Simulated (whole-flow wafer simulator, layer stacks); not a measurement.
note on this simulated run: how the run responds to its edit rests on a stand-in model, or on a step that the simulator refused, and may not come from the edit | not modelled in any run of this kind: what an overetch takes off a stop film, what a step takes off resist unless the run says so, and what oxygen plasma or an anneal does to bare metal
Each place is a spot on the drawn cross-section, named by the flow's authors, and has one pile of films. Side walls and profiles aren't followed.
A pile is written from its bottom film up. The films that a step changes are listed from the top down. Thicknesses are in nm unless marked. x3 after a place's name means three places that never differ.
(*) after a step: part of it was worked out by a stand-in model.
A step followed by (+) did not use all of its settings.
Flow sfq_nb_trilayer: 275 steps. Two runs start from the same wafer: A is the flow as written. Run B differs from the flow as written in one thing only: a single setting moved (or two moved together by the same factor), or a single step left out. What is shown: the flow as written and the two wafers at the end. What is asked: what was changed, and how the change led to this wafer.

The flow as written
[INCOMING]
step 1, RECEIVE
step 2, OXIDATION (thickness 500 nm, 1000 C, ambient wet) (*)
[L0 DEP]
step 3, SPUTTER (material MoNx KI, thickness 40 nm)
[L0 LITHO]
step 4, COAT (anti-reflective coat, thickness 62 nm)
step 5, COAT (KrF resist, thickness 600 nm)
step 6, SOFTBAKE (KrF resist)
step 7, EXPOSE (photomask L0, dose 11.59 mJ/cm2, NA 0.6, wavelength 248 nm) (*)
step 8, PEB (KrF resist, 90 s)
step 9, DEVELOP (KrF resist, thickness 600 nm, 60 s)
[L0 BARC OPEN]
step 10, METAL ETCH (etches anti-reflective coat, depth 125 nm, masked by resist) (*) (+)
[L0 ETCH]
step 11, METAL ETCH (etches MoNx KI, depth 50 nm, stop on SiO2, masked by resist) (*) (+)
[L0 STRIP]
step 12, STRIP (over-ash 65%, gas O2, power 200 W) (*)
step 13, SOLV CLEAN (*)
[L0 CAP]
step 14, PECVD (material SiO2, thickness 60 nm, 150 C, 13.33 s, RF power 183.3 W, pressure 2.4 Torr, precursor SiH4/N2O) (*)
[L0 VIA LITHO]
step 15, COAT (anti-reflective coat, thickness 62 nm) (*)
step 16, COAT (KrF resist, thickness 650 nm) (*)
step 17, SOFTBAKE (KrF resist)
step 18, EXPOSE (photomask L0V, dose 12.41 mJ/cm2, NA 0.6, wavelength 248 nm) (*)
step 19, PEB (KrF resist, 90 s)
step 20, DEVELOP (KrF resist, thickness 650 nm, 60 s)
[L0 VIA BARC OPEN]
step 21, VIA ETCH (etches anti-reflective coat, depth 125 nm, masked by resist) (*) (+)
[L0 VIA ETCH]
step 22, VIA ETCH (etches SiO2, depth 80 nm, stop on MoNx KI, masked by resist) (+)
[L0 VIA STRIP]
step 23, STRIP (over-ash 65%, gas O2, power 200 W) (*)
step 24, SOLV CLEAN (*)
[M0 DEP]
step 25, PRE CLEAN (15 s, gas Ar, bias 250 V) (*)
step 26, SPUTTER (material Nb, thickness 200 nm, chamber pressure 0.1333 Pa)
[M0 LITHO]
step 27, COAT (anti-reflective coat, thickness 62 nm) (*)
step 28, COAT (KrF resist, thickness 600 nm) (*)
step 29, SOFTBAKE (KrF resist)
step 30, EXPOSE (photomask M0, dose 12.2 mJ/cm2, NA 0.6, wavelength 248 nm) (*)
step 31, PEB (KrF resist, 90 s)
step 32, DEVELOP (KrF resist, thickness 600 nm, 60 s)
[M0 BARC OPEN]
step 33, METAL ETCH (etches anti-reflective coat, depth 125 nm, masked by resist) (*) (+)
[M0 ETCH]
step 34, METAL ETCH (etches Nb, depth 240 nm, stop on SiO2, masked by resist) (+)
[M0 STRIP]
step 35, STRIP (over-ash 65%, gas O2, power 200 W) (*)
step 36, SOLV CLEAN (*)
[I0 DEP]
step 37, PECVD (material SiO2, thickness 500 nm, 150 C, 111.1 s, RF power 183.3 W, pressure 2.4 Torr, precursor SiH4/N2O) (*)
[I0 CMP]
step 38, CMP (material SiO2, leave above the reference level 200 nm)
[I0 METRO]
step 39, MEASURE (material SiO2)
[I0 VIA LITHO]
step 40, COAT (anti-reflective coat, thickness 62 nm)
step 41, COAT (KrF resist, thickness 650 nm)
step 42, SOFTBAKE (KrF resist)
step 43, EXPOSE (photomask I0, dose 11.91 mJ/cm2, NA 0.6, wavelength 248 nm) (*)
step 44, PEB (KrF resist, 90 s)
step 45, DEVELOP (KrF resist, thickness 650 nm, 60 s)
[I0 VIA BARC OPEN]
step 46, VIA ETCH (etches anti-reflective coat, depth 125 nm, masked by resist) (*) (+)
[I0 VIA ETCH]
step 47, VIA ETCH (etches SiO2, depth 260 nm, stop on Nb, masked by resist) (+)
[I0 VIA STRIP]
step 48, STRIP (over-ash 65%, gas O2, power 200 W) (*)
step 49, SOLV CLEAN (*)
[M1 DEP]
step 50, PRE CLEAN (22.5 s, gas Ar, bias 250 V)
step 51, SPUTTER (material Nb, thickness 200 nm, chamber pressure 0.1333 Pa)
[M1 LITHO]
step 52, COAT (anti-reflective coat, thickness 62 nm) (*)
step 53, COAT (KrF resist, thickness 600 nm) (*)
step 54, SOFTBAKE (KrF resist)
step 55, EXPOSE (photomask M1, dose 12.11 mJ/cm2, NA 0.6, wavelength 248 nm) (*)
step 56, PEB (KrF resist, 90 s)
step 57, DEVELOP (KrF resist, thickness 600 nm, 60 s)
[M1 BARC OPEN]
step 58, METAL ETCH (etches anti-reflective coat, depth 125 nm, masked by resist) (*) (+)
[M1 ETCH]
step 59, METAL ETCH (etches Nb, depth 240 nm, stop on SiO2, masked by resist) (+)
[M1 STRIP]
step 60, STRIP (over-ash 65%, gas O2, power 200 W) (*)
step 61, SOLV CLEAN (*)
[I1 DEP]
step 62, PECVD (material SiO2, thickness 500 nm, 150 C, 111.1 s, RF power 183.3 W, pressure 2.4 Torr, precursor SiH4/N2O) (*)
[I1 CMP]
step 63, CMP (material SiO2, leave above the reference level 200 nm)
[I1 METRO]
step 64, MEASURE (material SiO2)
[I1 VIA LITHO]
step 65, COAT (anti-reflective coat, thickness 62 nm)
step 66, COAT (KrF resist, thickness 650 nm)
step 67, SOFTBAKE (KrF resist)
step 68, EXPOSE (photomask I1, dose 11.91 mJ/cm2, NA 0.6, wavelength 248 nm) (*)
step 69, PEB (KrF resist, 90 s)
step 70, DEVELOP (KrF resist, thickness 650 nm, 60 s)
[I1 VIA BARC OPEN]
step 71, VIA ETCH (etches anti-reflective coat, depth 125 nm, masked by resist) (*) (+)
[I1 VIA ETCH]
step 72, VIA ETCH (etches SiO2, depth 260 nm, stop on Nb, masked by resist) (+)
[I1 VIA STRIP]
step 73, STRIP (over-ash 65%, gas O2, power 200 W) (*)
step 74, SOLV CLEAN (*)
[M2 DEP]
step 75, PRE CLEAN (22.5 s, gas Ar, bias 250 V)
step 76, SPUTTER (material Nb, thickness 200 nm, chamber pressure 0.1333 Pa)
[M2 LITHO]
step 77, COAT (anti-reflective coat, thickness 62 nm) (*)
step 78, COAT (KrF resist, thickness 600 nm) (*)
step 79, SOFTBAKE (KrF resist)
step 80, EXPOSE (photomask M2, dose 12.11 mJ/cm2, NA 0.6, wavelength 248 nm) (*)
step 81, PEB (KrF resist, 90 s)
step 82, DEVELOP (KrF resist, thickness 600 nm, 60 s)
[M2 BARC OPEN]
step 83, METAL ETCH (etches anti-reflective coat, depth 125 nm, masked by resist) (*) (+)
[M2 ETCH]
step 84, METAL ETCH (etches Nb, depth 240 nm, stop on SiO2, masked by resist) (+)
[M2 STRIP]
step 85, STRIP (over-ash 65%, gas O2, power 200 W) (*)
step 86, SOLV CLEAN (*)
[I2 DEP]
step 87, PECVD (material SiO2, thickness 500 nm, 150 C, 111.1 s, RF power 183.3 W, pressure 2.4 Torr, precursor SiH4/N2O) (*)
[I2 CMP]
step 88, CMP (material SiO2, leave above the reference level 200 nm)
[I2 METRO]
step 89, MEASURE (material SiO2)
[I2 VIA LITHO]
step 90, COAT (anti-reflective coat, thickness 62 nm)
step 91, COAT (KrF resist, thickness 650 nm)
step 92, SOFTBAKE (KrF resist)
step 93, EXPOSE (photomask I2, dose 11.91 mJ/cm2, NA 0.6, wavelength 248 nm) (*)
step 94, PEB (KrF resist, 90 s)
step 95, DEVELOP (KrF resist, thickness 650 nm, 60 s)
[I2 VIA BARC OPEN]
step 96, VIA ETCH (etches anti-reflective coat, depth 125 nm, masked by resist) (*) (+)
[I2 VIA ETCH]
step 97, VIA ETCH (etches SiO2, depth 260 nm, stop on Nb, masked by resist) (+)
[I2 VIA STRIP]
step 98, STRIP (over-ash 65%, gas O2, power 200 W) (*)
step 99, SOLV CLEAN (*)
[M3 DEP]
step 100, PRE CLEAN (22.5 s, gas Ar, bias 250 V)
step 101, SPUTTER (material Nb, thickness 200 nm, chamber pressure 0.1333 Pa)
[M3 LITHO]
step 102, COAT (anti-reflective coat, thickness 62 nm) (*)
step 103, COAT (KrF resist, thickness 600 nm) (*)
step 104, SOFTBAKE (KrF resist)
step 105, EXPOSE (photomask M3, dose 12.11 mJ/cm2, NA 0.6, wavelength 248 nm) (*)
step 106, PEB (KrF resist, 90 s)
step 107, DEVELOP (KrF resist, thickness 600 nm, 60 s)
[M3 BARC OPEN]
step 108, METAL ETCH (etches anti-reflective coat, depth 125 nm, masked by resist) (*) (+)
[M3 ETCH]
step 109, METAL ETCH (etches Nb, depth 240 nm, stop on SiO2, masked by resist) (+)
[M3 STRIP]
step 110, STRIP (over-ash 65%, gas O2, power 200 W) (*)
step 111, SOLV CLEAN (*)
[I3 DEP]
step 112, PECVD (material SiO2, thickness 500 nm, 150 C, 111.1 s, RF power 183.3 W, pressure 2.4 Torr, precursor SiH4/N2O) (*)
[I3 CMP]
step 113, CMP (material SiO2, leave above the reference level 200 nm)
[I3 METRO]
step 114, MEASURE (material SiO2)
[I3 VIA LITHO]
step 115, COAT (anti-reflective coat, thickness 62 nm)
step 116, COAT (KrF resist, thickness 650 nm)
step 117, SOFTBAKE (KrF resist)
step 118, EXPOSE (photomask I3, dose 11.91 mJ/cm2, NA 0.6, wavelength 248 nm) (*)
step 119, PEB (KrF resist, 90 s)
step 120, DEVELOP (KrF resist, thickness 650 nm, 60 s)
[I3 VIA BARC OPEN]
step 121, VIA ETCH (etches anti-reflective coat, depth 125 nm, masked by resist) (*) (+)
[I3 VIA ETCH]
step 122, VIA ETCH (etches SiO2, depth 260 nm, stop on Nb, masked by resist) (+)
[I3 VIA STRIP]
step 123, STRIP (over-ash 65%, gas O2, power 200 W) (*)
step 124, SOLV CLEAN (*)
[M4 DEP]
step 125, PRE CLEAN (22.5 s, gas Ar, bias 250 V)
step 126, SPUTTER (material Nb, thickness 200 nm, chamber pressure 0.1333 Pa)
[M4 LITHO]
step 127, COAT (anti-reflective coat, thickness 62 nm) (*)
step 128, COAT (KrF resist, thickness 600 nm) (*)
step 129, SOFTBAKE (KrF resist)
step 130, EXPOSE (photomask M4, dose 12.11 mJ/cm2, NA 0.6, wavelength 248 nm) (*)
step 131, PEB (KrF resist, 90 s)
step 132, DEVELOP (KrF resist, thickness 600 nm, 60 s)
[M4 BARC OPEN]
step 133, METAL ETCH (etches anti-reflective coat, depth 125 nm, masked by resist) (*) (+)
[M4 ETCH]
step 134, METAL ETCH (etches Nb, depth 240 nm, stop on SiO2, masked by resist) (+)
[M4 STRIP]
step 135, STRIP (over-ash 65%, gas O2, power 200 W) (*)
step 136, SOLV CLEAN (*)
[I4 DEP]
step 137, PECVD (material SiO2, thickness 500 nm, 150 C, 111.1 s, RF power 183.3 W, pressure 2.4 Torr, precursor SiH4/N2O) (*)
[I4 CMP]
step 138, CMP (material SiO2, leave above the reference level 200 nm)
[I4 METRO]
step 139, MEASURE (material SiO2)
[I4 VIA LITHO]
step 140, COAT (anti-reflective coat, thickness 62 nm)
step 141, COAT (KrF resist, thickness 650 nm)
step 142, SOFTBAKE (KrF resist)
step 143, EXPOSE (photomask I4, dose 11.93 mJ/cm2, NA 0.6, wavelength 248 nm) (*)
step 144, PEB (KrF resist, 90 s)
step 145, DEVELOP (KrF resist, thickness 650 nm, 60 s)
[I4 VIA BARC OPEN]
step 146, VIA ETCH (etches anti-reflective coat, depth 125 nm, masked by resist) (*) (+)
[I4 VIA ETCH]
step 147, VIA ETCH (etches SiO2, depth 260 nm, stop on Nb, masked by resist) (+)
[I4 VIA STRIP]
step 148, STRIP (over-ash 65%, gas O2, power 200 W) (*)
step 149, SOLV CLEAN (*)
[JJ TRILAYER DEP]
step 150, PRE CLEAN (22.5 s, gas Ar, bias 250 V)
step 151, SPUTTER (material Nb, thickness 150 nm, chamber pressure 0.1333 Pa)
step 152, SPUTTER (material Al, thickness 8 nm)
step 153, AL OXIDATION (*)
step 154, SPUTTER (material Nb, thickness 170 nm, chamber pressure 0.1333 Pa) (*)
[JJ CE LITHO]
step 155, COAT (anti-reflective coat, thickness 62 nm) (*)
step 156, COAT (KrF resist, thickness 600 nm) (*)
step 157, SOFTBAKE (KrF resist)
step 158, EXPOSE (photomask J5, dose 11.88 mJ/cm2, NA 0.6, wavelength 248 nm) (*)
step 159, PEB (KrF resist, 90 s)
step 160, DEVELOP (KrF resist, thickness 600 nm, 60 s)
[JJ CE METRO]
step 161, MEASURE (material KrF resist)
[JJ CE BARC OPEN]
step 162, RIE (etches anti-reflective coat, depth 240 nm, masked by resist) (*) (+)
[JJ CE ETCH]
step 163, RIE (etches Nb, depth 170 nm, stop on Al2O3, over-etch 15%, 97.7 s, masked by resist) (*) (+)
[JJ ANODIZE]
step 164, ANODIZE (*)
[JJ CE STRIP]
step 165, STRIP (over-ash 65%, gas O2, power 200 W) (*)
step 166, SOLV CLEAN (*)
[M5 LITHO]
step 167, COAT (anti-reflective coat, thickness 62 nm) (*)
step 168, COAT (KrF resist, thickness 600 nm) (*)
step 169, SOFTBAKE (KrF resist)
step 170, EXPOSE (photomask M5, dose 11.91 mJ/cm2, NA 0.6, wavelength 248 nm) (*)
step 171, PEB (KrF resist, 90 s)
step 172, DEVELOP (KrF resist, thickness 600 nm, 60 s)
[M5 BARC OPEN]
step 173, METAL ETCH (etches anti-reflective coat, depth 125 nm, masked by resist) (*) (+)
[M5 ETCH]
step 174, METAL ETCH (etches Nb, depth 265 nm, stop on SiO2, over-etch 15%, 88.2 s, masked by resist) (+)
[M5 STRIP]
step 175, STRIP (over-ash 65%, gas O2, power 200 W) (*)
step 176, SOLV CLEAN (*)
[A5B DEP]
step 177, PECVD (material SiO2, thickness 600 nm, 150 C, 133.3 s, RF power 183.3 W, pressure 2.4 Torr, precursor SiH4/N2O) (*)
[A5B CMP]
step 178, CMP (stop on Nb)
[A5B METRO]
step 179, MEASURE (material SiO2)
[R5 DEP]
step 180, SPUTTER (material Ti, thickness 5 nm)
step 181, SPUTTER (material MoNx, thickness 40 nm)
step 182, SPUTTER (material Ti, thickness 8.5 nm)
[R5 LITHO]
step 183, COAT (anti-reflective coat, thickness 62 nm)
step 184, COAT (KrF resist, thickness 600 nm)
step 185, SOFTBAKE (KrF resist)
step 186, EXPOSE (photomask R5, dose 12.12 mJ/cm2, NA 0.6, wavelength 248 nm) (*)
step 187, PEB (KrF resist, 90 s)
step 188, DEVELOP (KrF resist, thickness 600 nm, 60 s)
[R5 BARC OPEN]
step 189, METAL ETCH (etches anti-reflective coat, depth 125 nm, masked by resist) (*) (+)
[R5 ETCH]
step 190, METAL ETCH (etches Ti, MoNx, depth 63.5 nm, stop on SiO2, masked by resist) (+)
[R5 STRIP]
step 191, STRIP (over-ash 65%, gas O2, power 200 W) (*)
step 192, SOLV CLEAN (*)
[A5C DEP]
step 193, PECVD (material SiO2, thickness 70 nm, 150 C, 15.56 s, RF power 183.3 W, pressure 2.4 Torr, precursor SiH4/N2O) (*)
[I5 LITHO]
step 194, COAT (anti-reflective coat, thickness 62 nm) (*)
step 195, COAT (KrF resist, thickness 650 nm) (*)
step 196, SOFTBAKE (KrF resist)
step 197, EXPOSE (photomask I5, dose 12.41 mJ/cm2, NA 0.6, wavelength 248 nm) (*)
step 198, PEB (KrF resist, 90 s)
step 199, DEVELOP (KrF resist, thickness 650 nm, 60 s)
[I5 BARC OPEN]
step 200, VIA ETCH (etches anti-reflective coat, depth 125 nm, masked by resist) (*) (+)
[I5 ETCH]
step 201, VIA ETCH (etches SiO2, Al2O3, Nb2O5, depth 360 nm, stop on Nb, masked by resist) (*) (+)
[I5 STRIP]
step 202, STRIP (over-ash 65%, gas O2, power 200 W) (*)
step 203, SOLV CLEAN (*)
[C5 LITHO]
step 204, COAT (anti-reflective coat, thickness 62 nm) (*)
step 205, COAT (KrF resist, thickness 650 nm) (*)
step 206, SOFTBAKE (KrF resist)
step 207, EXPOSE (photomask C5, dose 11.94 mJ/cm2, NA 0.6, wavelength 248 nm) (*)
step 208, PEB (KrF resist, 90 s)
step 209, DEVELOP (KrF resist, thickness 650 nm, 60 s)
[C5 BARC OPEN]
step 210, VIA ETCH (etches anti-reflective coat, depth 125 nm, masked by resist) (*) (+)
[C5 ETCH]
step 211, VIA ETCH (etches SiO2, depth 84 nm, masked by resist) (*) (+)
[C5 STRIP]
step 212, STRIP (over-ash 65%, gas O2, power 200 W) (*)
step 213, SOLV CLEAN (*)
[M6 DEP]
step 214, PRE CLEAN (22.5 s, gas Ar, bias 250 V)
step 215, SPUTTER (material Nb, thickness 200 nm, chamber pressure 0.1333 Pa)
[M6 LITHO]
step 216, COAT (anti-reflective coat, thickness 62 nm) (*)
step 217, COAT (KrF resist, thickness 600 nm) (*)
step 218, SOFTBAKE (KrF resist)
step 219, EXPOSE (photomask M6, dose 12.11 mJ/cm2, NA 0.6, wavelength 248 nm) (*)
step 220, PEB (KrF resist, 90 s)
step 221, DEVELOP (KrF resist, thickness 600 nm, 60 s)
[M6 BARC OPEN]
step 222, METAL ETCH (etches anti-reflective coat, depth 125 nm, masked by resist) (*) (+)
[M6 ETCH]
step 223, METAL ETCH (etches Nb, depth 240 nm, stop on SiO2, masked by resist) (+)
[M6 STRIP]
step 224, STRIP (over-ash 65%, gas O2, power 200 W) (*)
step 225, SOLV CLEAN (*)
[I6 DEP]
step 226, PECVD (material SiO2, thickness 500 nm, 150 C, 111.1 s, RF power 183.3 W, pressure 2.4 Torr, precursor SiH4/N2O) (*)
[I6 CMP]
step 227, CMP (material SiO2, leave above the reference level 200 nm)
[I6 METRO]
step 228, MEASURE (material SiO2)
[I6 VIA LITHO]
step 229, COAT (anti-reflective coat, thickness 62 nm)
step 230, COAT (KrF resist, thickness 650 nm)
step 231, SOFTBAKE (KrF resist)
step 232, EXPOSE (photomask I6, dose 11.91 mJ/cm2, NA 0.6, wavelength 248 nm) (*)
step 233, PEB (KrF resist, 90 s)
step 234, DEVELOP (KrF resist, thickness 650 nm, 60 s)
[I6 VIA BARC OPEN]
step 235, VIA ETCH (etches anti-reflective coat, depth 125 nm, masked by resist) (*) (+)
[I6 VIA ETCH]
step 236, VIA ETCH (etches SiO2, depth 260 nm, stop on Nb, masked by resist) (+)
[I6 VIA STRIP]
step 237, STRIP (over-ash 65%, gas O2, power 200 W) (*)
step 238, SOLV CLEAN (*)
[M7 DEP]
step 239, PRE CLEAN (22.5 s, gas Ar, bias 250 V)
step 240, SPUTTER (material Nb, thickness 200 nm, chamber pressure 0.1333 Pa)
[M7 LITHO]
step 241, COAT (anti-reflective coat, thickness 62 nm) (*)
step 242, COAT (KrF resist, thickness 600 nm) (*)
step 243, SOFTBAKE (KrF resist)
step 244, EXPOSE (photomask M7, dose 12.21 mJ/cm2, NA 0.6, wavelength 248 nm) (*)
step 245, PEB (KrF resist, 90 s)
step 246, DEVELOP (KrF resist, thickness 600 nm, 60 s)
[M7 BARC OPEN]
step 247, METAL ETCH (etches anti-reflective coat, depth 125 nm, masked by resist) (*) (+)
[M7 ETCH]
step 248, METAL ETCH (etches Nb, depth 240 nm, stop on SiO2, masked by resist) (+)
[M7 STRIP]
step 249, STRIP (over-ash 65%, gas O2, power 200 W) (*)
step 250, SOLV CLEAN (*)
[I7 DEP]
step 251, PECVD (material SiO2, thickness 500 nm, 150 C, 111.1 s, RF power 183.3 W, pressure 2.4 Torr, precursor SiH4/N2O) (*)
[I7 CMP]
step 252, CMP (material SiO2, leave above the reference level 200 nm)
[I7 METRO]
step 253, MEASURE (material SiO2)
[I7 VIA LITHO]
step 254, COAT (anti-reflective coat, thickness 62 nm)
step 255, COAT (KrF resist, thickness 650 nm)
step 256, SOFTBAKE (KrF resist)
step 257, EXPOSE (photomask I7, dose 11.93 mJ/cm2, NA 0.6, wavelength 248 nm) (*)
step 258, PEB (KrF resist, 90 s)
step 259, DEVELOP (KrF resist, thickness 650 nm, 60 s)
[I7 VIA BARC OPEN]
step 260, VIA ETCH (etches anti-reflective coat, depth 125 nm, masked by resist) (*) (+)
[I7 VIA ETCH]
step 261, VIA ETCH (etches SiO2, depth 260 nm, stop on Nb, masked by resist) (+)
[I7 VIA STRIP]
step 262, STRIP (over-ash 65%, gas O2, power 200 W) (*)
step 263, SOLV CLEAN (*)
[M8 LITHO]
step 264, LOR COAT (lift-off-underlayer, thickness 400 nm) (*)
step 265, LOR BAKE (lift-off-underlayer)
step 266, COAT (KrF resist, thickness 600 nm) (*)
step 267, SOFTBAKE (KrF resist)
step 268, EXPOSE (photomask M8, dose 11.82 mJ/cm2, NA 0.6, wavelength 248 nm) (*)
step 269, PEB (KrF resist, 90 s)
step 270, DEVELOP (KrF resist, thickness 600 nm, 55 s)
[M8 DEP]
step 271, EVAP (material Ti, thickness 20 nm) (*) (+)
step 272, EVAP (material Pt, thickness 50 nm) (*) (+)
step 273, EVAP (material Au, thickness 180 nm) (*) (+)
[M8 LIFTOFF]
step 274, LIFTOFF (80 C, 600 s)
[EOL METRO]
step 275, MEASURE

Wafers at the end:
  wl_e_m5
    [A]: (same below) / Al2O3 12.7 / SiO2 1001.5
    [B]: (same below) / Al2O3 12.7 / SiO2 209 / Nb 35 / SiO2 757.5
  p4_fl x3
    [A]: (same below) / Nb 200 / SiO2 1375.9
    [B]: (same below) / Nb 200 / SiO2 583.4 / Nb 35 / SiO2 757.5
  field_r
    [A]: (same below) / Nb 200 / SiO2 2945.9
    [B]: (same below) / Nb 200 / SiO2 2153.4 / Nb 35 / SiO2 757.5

What caused this: step 223, METAL ETCH: depth 165 nm was run, while the flow as written has depth 240 nm.

Step by step, how the change led to this:
  step 223, METAL ETCH (etches Nb, depth 240 nm, stop on SiO2, masked by resist) (+)
      field_l, gap, moat and 76 more: A -200 Nb (all of it) | B -165 Nb
      v_sur, via_wl, via_w and 24 more: A -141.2 KrF resist | B -97.1 KrF resist
  step 224, STRIP (over-ash 65%, gas O2, power 200 W) (*)
      wl_j_sl, wl_j_sr: A -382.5 KrF resist (all of it), -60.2 anti-reflective coat (all of it) | B -426.6 KrF resist (all of it), -60.2 anti-reflective coat (all of it)
      wl_c_m6, wl_f_m6: A -382.3 KrF resist (all of it), -62 anti-reflective coat (all of it) | B -426.4 KrF resist (all of it), -62 anti-reflective coat (all of it)
      (also at 23 further places)
  step 226, PECVD (material SiO2, thickness 500 nm, 150 C, 111.1 s, RF power 183.3 W, pressure 2.4 Torr, precursor SiH4/N2O) (*)
      field_l, p4_fl x3, p4_w1 x9 and 52 more: A +500 SiO2 | B +500 SiO2 (new film)
      moat, field_r, lsp_l, ln_m5, lsp_m: A +493.6 SiO2 | B +494.7 SiO2 (new film)
      (also at 9 further places)
  step 227, CMP (material SiO2, leave above the reference level 200 nm)
      field_l, p4_fl x3, p4_w1 x9 and 49 more: A -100 SiO2 | B -135 SiO2
      moat, field_r, lsp_l, ln_m5, lsp_m: A -93.6 SiO2 | B -129.7 SiO2
      (also at 8 further places)
Taking metal films that touch as one body, wl_e_m5 has 7 bodies (between them, from the top down: SiO2 209 / Al2O3 12.7 / Nb2O5 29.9; SiO2 192.5; SiO2 192.5; SiO2 192.5; SiO2 192.5; SiO2 192.5); the flow as written gives 6 bodies (between them, from the top down: SiO2 192.5; SiO2 192.5; SiO2 192.5; SiO2 192.5; SiO2 192.5).
Taking metal films that touch as one body, p4_fl x3 has 3 bodies (between them, from the top down: SiO2 583.4; SiO2 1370); the flow as written gives 2 bodies (between them, from the top down: SiO2 1370).
Taking metal films that touch as one body, field_r has 2 bodies (between them, from the top down: SiO2 2153.4); the flow as written gives 1 body.
